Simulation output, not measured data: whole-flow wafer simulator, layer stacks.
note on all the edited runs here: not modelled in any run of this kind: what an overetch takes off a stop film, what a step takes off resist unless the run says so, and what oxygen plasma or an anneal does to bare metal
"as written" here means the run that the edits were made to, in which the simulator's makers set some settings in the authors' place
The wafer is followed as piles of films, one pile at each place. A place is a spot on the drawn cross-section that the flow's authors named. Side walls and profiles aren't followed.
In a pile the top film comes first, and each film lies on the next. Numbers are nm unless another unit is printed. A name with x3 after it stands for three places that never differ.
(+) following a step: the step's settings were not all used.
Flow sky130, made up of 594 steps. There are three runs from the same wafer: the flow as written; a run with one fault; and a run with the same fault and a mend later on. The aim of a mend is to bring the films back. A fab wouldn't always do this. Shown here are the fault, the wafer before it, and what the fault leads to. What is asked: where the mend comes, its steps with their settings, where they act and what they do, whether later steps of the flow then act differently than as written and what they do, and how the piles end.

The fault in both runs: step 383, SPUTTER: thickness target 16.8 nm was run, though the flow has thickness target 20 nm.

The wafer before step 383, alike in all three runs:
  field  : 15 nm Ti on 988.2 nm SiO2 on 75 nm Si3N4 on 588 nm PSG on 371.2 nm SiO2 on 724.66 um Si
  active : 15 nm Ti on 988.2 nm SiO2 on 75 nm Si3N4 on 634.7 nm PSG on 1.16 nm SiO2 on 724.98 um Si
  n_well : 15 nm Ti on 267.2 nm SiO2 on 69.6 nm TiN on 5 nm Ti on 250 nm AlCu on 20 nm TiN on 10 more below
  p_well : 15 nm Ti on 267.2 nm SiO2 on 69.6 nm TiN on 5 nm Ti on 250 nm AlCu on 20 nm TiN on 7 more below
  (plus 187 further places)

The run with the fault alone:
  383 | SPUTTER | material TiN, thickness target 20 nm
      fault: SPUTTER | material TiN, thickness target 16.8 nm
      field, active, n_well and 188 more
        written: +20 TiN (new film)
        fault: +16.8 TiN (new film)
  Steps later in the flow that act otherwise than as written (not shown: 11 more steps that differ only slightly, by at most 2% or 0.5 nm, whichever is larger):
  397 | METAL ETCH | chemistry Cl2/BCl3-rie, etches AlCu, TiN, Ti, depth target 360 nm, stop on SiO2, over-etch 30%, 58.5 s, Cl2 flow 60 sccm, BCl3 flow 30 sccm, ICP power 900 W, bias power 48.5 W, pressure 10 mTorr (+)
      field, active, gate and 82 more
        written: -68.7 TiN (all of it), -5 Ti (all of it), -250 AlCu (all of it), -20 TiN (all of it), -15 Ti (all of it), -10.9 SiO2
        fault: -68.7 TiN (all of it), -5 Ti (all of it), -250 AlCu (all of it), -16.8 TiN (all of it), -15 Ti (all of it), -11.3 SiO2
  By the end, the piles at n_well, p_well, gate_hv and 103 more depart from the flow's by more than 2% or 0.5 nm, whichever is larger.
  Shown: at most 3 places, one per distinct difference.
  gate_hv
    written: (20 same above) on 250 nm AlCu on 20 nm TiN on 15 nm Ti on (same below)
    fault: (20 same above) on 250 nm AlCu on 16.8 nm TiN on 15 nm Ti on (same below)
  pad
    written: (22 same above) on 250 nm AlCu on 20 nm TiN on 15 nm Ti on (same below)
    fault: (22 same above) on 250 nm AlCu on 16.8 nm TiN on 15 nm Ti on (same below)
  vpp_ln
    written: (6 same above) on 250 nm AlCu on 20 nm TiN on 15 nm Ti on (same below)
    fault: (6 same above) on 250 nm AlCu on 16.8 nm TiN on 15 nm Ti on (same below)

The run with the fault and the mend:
  The mend stands after step 383.
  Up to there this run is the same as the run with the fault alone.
  383a | SPUTTER | material TiN, thickness target 3.2 nm (a further turn of the flow's step 383, with different settings)
      field, active, n_well and 188 more
        +3.2 TiN
  Every later step of the flow that is run acts as written at every place that is followed.
  The piles end the same as the flow's at every place that both follow.
